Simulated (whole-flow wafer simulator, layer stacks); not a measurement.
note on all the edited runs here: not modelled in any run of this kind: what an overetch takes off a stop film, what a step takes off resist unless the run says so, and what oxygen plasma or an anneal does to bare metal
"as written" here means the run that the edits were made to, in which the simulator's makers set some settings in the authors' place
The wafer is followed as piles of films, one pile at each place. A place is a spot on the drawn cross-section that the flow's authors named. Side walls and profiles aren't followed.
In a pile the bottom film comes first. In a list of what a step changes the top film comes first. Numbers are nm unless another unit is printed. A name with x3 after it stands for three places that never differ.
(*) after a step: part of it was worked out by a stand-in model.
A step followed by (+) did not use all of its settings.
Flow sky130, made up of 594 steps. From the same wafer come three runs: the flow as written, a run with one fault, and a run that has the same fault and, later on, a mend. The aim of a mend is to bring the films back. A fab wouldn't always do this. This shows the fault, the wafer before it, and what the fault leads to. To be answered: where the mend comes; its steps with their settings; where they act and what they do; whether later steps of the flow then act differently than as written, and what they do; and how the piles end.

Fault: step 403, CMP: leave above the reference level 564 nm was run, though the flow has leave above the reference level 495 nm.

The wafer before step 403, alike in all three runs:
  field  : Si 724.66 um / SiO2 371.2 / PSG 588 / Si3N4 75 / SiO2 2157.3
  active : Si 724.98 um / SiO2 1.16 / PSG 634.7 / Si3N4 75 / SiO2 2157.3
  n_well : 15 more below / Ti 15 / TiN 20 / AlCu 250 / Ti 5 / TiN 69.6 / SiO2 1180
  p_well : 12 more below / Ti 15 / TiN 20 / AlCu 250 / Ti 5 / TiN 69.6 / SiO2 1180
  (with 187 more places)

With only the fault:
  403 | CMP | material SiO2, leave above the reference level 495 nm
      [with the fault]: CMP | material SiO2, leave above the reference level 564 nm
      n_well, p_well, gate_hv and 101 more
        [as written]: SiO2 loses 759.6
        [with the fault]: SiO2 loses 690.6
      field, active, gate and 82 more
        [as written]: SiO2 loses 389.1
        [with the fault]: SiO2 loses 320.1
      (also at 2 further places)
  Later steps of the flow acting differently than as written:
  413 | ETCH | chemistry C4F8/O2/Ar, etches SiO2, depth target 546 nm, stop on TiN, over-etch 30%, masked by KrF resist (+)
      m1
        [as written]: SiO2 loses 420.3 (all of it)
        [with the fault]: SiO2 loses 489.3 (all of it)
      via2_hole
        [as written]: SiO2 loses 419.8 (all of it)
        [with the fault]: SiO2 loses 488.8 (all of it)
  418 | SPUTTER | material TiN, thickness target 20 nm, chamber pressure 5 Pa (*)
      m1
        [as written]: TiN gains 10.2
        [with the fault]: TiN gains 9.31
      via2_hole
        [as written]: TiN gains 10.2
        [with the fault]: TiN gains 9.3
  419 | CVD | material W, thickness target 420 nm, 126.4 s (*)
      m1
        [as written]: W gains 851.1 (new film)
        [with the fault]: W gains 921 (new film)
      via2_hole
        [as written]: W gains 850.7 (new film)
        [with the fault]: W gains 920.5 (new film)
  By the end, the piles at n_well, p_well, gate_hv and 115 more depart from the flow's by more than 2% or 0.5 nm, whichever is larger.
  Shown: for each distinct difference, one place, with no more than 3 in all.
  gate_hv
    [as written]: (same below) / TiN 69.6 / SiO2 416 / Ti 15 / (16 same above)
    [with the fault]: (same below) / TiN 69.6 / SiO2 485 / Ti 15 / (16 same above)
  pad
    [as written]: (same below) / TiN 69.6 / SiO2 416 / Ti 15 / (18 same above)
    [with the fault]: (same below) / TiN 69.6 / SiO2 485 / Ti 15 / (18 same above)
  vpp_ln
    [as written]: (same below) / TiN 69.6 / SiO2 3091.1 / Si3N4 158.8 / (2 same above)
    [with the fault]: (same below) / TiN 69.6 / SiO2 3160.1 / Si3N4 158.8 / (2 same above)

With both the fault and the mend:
  After step 403 comes the mend.
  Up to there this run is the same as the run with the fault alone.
  403a | CMP | material SiO2, leave above the reference level 495 nm (the flow's step 403 again)
      field, active, n_well and 188 more
        SiO2 loses 69
  None of the later steps of the flow acts differently than as written at any place that is followed.
  At every place that both follow, the piles at the end match the flow's.
